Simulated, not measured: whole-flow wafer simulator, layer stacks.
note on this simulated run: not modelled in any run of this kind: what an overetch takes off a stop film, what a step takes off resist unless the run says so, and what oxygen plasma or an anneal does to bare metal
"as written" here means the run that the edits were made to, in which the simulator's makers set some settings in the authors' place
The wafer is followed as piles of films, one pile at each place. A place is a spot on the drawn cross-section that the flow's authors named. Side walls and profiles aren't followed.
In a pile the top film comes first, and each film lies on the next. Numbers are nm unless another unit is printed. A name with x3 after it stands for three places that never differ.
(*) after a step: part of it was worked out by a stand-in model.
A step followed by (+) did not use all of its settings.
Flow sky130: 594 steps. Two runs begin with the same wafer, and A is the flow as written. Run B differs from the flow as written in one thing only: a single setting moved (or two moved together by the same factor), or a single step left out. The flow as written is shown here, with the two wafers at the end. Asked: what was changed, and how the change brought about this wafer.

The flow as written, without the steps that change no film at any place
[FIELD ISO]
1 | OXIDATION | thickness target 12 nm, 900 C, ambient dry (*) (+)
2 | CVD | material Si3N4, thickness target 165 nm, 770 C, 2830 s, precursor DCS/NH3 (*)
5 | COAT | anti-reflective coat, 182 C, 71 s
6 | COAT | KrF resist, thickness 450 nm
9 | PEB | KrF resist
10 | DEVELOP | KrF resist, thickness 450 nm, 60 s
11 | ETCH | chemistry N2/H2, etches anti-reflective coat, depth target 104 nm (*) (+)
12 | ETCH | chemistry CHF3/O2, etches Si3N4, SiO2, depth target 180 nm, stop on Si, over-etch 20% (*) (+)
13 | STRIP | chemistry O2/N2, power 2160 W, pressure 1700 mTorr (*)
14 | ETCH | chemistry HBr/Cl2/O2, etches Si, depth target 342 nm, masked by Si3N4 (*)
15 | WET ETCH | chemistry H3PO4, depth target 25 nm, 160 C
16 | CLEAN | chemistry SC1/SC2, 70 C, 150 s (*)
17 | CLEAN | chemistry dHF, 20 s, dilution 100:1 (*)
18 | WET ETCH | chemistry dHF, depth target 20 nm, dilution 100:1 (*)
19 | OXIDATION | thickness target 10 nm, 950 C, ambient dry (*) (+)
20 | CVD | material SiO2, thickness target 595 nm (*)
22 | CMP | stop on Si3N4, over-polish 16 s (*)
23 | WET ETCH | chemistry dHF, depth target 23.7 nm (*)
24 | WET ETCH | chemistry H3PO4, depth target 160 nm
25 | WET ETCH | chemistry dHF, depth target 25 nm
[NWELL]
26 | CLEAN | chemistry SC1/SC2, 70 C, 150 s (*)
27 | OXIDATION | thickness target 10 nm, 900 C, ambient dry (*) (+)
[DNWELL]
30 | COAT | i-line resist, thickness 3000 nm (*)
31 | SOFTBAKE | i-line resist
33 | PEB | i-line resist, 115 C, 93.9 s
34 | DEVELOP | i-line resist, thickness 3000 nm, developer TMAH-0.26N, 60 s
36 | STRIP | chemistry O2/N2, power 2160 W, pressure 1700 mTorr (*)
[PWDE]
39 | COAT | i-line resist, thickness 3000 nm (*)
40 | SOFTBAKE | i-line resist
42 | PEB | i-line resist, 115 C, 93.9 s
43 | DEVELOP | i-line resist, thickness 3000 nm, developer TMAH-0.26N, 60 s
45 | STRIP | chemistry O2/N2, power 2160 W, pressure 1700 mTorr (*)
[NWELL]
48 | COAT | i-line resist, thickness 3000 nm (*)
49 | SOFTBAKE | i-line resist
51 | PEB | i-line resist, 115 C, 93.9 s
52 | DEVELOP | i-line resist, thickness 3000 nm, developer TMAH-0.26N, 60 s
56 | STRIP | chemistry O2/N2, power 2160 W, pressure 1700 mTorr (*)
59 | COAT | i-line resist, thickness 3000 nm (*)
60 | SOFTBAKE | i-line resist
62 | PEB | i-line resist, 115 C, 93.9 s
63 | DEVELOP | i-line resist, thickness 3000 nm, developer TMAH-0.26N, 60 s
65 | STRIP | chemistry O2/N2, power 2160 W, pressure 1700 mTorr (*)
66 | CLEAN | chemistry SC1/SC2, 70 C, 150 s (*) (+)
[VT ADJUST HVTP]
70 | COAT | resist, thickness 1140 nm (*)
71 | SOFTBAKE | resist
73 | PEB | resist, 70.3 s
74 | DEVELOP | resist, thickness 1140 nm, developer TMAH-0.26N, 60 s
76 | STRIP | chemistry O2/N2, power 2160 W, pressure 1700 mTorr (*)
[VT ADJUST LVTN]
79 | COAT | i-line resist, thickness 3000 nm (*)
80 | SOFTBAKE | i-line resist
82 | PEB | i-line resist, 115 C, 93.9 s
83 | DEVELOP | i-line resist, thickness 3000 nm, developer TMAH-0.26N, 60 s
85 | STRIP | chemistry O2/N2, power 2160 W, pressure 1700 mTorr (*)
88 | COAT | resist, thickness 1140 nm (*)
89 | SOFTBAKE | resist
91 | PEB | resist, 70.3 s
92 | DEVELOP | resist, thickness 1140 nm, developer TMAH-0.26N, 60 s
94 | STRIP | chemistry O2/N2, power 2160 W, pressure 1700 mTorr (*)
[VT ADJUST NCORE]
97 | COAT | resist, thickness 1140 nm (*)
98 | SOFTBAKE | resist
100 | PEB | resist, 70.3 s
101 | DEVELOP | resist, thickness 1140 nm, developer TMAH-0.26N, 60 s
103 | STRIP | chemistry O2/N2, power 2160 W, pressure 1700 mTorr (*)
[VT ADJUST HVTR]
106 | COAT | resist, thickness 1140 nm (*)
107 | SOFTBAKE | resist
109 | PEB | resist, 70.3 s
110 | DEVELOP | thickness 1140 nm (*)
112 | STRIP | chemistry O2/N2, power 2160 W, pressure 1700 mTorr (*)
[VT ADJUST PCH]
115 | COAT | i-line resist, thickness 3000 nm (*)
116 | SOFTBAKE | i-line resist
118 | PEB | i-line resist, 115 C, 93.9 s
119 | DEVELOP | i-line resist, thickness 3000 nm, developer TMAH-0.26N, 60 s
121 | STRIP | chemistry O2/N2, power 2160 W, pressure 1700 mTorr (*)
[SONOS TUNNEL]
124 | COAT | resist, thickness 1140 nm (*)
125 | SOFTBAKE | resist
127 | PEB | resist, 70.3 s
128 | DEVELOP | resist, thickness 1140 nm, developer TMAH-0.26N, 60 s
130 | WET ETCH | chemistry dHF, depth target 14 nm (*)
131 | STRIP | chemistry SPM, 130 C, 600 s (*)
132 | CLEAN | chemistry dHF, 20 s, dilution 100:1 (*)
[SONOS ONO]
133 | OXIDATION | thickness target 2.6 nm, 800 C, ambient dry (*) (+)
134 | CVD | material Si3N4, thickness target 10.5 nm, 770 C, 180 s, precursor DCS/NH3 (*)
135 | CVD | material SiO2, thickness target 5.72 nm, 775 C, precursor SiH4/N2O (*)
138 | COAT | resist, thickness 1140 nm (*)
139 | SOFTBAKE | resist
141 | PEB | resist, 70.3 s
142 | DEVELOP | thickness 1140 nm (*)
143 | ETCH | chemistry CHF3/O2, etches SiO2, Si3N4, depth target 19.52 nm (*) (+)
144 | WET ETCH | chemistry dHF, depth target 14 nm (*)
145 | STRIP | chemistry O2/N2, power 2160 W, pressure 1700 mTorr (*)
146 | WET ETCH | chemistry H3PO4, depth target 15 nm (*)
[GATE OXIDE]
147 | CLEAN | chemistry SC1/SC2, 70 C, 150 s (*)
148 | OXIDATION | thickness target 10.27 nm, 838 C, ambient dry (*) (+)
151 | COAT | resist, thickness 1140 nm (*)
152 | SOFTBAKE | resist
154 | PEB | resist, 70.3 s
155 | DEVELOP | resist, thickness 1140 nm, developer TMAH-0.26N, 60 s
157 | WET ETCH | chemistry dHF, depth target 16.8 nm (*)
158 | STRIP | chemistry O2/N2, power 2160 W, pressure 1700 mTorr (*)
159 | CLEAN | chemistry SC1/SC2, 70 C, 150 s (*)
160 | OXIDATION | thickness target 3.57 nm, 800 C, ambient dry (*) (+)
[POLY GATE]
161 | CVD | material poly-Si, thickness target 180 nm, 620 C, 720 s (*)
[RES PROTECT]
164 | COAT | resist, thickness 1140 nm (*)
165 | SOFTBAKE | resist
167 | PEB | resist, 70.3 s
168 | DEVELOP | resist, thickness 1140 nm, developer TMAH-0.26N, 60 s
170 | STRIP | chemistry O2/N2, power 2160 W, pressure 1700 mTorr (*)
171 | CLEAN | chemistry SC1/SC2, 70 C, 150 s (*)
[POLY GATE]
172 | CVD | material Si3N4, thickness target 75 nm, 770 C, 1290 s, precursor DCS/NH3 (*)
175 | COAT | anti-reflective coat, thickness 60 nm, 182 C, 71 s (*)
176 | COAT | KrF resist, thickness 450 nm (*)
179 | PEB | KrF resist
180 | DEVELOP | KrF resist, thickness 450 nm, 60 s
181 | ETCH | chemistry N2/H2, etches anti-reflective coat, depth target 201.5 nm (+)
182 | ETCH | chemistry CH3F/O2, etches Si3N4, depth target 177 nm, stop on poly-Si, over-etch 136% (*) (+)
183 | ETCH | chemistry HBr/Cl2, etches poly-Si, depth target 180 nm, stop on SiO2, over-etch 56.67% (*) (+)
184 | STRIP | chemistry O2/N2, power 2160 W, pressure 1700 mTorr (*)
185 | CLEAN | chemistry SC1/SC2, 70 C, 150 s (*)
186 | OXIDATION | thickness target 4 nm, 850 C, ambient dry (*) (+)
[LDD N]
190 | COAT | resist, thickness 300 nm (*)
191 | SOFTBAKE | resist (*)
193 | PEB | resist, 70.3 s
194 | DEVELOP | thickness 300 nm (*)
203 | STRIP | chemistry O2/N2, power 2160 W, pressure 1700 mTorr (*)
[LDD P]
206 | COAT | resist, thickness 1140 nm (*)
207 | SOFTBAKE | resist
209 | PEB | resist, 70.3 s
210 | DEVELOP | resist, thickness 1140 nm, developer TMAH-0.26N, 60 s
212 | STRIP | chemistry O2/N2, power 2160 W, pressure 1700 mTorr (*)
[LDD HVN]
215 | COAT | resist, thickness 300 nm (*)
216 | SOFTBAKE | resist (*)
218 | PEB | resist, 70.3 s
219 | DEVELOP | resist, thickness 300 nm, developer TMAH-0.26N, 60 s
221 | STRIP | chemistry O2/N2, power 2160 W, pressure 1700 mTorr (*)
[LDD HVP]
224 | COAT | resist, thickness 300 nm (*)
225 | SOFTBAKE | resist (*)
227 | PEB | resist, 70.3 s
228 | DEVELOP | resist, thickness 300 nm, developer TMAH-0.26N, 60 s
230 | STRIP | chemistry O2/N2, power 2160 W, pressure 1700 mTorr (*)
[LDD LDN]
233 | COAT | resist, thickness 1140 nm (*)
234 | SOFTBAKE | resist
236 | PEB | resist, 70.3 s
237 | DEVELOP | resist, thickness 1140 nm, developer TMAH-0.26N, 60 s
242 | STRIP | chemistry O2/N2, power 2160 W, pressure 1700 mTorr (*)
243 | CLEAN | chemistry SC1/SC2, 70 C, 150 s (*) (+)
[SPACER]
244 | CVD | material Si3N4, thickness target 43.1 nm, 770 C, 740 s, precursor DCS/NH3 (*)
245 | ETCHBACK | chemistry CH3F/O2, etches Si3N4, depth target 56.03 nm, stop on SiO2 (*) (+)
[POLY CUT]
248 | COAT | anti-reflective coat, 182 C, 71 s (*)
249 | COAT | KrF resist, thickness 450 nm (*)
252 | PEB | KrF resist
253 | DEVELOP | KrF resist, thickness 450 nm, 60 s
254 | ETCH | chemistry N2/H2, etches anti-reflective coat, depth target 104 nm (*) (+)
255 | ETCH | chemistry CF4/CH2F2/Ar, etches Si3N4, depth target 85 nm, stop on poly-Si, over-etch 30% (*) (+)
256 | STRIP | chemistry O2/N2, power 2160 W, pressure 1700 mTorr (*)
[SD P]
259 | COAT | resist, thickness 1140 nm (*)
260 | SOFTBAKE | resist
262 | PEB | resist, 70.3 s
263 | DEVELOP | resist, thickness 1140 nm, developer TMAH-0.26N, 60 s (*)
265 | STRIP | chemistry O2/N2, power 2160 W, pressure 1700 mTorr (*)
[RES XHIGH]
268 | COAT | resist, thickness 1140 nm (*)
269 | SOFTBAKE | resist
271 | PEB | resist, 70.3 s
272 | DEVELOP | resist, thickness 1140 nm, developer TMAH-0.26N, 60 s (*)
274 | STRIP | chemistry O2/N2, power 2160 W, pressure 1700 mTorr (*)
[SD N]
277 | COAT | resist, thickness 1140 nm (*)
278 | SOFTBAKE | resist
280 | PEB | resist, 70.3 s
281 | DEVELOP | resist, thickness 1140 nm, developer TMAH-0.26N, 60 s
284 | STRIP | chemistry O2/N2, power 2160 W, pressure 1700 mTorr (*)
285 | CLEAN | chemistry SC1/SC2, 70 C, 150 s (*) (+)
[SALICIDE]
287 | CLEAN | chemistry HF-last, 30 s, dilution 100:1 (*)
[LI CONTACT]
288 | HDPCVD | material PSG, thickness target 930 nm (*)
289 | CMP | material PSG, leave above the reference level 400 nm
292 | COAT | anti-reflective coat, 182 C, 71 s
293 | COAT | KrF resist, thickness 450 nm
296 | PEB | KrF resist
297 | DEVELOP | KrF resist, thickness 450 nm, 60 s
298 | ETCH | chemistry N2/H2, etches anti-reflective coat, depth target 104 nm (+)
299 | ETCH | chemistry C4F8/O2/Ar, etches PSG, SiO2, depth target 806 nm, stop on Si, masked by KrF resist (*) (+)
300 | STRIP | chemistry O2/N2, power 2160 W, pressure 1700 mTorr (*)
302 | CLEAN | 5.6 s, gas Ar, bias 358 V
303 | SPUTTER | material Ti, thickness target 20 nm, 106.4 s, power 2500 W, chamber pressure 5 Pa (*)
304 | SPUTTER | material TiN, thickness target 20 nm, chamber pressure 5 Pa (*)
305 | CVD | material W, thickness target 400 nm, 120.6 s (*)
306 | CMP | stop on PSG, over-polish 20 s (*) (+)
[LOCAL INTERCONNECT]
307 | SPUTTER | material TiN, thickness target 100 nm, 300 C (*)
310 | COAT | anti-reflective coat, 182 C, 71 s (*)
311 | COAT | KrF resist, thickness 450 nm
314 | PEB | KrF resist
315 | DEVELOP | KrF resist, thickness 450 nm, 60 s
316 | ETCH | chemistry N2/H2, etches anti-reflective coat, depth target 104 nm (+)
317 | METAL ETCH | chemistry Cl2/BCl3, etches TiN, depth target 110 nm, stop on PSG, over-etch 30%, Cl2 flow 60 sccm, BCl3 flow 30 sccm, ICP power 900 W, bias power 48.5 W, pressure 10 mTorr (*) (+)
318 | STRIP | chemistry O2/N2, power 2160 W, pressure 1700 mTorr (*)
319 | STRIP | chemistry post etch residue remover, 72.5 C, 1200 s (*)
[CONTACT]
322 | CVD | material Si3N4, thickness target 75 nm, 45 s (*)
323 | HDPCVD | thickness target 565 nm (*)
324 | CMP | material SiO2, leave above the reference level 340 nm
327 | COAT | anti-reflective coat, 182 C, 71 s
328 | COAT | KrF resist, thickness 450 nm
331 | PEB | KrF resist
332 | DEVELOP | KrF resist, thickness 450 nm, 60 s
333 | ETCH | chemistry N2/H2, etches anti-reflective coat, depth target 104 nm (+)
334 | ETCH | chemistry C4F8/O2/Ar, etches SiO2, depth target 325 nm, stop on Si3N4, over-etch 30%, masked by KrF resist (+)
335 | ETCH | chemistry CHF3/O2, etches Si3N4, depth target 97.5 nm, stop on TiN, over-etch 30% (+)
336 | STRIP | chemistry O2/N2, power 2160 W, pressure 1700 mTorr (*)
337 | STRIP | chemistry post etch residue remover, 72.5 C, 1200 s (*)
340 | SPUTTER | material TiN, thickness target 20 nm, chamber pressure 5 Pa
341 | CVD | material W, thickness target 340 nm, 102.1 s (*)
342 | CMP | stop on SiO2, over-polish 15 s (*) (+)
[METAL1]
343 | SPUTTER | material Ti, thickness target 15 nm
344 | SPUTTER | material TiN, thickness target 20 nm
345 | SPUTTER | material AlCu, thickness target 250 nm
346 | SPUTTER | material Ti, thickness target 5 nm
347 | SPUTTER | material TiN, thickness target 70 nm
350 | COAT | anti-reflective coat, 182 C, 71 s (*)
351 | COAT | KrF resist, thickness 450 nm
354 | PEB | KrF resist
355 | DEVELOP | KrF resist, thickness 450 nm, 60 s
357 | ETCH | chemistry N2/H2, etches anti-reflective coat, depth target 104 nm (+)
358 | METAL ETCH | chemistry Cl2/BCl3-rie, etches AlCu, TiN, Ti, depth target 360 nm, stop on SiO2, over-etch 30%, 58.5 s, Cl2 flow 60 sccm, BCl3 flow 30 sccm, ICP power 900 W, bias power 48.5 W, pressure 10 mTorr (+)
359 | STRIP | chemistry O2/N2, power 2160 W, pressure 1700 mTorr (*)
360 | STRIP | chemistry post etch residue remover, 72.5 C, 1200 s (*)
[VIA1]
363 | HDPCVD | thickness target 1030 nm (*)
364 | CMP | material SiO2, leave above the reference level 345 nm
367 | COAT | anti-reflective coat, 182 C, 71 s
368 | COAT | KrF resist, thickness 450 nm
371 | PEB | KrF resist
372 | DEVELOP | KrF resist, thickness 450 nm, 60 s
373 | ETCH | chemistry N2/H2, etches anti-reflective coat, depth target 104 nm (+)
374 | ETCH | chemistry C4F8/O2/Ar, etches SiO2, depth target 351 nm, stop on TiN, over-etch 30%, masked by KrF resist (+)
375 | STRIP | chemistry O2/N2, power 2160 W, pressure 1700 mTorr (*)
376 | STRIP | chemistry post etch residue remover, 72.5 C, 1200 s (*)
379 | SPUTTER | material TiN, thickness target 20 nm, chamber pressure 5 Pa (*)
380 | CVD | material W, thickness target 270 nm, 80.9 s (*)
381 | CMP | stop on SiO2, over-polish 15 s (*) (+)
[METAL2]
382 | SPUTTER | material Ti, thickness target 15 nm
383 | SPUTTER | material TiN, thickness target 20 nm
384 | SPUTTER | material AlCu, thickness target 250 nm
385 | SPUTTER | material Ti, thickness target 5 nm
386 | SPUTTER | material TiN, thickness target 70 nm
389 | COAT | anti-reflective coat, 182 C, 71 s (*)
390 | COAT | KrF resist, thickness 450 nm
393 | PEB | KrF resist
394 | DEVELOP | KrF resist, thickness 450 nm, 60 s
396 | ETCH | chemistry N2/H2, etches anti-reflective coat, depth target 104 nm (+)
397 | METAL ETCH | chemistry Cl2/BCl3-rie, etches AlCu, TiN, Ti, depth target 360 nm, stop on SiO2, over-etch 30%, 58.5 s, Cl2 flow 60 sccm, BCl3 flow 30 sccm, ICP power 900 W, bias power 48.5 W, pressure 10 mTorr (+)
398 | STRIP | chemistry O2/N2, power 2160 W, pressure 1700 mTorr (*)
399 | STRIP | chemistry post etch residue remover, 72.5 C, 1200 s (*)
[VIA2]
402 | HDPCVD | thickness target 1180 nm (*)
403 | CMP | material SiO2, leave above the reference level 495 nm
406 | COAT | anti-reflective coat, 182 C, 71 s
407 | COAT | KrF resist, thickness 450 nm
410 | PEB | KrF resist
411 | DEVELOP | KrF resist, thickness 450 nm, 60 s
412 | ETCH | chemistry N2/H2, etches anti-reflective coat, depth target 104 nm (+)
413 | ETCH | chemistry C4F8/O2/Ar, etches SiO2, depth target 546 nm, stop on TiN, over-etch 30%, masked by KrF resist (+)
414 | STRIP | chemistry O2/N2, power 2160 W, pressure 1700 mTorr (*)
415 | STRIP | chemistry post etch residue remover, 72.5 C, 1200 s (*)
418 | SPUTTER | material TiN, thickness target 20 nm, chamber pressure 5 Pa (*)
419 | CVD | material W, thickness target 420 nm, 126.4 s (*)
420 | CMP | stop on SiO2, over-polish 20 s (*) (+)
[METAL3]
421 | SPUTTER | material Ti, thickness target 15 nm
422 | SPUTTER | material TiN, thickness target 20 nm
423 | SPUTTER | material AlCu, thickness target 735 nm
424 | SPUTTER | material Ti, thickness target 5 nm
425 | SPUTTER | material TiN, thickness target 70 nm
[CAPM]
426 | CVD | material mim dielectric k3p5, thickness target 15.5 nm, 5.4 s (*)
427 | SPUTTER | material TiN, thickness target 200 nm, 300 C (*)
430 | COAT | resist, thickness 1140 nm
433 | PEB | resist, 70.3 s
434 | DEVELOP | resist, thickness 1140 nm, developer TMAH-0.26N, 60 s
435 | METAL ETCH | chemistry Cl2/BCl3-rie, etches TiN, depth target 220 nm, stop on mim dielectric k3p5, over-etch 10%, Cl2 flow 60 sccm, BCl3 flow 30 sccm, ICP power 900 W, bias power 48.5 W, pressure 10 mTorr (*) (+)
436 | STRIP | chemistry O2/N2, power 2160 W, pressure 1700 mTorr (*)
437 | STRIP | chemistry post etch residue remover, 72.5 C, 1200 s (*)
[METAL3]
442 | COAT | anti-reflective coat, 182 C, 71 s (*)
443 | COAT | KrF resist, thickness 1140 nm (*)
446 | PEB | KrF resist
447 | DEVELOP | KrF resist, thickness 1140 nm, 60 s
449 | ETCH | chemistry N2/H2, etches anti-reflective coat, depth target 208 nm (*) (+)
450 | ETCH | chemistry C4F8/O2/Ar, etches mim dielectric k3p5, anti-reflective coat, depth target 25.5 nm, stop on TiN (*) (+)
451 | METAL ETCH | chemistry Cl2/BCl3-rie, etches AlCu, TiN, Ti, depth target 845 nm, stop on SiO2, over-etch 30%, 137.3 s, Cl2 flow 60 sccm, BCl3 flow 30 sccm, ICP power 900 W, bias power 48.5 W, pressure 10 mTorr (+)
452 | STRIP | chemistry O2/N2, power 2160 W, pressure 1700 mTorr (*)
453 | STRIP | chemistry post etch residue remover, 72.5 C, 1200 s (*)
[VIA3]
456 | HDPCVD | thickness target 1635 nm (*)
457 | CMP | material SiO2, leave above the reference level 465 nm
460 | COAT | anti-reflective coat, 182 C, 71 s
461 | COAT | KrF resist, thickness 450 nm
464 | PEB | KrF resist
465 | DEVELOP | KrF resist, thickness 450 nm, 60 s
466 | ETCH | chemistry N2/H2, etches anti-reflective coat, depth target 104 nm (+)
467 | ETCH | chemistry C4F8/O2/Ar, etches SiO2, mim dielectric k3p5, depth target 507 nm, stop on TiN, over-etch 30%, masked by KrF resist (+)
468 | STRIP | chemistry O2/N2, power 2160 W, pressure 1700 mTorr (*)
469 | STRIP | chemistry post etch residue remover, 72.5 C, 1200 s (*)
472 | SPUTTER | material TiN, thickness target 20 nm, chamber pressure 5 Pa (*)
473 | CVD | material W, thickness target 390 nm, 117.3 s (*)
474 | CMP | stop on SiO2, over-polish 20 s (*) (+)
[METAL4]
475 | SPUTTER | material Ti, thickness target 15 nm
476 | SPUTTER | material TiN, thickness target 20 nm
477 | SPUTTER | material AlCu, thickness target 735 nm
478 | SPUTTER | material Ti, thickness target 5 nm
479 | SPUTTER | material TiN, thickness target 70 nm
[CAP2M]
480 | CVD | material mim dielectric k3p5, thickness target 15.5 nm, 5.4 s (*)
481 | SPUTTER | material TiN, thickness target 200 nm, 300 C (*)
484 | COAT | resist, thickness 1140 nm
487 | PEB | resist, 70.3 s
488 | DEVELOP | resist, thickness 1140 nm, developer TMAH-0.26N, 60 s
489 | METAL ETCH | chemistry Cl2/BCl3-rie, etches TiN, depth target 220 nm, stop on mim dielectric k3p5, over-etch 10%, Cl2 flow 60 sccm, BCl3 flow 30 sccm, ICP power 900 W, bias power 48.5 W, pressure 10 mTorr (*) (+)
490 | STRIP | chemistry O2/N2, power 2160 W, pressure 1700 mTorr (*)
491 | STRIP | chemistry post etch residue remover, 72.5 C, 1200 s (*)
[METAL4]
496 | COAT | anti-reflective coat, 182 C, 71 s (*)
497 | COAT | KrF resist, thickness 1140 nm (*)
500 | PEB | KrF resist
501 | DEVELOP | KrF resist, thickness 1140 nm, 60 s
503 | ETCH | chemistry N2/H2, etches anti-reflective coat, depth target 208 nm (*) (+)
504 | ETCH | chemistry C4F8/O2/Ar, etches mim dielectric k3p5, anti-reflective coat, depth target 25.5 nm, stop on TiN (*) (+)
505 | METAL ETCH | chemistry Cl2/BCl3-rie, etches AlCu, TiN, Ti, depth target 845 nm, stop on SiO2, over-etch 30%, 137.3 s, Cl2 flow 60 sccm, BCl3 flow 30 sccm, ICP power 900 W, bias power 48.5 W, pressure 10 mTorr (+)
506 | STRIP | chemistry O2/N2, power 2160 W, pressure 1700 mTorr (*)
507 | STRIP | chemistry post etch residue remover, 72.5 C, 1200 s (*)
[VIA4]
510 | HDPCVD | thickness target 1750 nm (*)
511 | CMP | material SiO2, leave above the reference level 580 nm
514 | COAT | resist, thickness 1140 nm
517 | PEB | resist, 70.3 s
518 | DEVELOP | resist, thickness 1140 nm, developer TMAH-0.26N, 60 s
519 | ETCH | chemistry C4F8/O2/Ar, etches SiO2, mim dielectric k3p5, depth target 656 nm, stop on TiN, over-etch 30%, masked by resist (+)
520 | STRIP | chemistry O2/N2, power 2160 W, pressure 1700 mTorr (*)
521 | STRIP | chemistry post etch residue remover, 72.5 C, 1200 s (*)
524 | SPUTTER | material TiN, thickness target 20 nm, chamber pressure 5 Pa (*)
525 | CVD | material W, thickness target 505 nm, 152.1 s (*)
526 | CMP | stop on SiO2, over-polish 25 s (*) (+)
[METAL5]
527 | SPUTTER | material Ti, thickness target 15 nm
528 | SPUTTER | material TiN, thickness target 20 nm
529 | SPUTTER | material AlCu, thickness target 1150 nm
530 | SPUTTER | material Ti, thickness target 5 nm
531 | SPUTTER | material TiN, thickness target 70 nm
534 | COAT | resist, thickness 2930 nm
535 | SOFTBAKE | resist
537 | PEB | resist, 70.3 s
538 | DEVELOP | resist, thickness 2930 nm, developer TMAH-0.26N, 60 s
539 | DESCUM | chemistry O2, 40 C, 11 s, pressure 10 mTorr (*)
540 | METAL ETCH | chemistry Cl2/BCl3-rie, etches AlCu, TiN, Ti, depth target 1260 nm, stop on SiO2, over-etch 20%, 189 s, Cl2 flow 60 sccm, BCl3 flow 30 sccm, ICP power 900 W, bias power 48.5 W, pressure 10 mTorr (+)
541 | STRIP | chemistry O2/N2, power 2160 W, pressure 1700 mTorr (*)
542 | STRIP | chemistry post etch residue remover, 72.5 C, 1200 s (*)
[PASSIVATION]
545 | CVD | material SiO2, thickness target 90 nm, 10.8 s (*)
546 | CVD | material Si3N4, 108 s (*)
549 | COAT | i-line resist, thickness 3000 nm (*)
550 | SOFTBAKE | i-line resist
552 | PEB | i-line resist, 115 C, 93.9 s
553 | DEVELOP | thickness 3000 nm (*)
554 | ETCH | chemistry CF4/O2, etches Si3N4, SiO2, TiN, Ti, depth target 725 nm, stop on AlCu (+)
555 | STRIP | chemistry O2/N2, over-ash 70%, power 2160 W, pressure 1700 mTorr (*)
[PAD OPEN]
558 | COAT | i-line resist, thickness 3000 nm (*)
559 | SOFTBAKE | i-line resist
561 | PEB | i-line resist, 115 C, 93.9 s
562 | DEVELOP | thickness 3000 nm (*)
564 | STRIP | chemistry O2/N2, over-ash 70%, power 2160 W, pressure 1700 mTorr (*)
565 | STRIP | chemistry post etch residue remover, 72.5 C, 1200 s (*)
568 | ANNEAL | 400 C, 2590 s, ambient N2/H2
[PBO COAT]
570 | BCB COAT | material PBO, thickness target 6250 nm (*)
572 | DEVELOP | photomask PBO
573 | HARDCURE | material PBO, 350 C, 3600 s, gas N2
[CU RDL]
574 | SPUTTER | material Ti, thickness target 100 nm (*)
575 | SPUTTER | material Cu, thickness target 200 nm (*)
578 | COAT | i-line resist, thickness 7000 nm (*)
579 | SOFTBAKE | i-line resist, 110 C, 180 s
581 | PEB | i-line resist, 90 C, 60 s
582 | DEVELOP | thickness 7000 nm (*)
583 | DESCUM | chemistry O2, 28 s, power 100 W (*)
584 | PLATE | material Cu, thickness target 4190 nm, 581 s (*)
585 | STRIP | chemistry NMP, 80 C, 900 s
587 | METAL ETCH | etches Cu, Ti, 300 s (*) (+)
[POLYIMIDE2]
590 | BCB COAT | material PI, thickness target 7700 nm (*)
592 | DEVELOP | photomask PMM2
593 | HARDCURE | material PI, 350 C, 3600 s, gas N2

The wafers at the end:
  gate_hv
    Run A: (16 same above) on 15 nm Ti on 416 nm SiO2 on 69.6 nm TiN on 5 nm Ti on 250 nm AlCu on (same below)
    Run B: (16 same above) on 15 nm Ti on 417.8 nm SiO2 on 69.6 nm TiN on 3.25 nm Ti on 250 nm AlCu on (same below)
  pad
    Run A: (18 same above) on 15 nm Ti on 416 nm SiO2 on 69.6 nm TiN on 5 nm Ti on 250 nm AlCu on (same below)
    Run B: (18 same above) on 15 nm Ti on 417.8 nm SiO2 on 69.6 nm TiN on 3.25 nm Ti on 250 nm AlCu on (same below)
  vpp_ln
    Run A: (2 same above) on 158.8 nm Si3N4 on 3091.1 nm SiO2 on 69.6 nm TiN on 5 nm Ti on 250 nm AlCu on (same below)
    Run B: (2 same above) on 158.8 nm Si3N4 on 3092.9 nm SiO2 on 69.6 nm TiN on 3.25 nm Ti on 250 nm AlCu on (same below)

What caused this: step 385, SPUTTER: thickness target 3.25 nm was run, though the flow has thickness target 5 nm.
One can read it off the wafer: gate_hv has Ti 3.25, and step 385 as written asks for 5 nm.

Step by step, how the change led to this:
  385 | SPUTTER | material Ti, thickness target 5 nm
      field, active, n_well and 188 more: A Ti gains 5 (new film) | B Ti gains 3.25 (new film)
  397 | METAL ETCH | chemistry Cl2/BCl3-rie, etches AlCu, TiN, Ti, depth target 360 nm, stop on SiO2, over-etch 30%, 58.5 s, Cl2 flow 60 sccm, BCl3 flow 30 sccm, ICP power 900 W, bias power 48.5 W, pressure 10 mTorr (+)
      field, active, gate and 82 more: A TiN loses 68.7 (all of it), Ti loses 5 (all of it), AlCu loses 250 (all of it), TiN loses 20 (all of it), Ti loses 15 (all of it), SiO2 loses 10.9 | B TiN loses 68.7 (all of it), Ti loses 3.25 (all of it), AlCu loses 250 (all of it), TiN loses 20 (all of it), Ti loses 15 (all of it), SiO2 loses 11.1
